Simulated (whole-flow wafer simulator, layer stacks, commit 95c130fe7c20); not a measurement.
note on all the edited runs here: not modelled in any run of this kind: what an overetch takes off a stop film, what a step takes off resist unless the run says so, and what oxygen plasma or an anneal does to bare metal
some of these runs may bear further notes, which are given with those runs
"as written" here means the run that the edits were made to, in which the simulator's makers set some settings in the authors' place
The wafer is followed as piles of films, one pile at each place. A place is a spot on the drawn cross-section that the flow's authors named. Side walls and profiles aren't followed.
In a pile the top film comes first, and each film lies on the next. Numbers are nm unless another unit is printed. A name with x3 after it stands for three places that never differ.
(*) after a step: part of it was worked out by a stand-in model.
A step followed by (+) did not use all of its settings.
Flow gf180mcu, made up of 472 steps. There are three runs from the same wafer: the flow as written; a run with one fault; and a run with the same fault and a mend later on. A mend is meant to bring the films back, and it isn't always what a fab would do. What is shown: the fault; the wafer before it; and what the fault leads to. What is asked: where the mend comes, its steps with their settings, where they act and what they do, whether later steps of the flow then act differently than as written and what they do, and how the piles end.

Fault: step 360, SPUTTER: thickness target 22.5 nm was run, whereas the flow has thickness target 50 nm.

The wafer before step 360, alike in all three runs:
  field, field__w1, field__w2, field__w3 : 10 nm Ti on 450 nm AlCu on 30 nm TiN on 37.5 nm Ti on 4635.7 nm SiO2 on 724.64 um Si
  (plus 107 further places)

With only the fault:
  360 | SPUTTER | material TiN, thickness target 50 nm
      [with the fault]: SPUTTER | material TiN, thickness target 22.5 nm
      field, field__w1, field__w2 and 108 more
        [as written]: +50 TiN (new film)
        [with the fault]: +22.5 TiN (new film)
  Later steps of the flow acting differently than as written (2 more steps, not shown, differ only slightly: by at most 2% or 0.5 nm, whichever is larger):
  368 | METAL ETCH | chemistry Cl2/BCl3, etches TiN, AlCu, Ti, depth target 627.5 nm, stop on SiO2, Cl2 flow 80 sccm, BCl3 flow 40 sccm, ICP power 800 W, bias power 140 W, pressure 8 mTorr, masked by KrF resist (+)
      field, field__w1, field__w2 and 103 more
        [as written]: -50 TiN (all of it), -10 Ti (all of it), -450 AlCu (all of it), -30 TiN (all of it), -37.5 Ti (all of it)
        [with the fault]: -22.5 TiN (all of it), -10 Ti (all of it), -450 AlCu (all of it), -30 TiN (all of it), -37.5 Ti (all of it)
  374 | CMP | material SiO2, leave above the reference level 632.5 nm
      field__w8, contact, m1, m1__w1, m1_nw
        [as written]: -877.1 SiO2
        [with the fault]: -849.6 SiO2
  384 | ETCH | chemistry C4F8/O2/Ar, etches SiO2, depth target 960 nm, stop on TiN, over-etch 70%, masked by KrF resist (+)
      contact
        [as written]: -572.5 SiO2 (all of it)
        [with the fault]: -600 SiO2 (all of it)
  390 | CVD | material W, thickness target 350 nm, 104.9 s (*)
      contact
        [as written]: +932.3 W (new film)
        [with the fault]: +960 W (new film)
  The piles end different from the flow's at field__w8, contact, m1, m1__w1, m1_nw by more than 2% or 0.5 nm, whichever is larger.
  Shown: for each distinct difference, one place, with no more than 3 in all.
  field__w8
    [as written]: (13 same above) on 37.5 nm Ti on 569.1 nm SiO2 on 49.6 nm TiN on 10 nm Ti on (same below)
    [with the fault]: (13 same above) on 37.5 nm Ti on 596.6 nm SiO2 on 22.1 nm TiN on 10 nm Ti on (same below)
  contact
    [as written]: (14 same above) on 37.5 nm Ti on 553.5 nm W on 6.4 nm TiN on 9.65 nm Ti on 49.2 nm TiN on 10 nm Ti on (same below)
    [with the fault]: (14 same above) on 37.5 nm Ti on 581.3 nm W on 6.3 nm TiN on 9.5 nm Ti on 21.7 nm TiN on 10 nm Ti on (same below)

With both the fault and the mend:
  The mend stands after step 367.
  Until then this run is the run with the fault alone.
  367a | STRIP | chemistry O2/N2, power 2160 W, pressure 1700 mTorr (*)
      field__w8, contact, m1, m1__w1, m1_nw
        -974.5 KrF resist (all of it)
  367b | SPUTTER | material TiN, thickness target 27.5 nm (a further turn of the flow's step 360, with different settings)
      field, field__w1, field__w2 and 108 more
        +27.5 TiN
  367c | HMDS | 120 C, 60 s (a further turn of the flow's step 362)
      leaves every film unchanged at each place that is followed
  367d | COAT | KrF resist, thickness 1000 nm (a further turn of the flow's step 363)
      field, field__w1, field__w2 and 108 more
        +1000 KrF resist (new film)
  367e | SOFTBAKE | KrF resist (a further turn of the flow's step 364)
      leaves every film unchanged at each place that is followed
  367f | EXPOSE | photomask Metal4 (a further turn of the flow's step 365)
      leaves every film unchanged at each place that is followed
  367g | PEB | KrF resist, 135 C, 90 s (a further turn of the flow's step 366)
      field, field__w1, field__w2 and 108 more
        -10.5 KrF resist
  367h | DEVELOP | thickness 1000 nm, 60 s (a further turn of the flow's step 367)
      field, field__w1, field__w2 and 103 more
        -989.5 KrF resist (all of it)
      field__w8, contact, m1, m1__w1, m1_nw
        -14.9 KrF resist
  Later steps of the flow that are run all act as written at every place that is followed.
  The piles end the same as the flow's at every place that both follow.
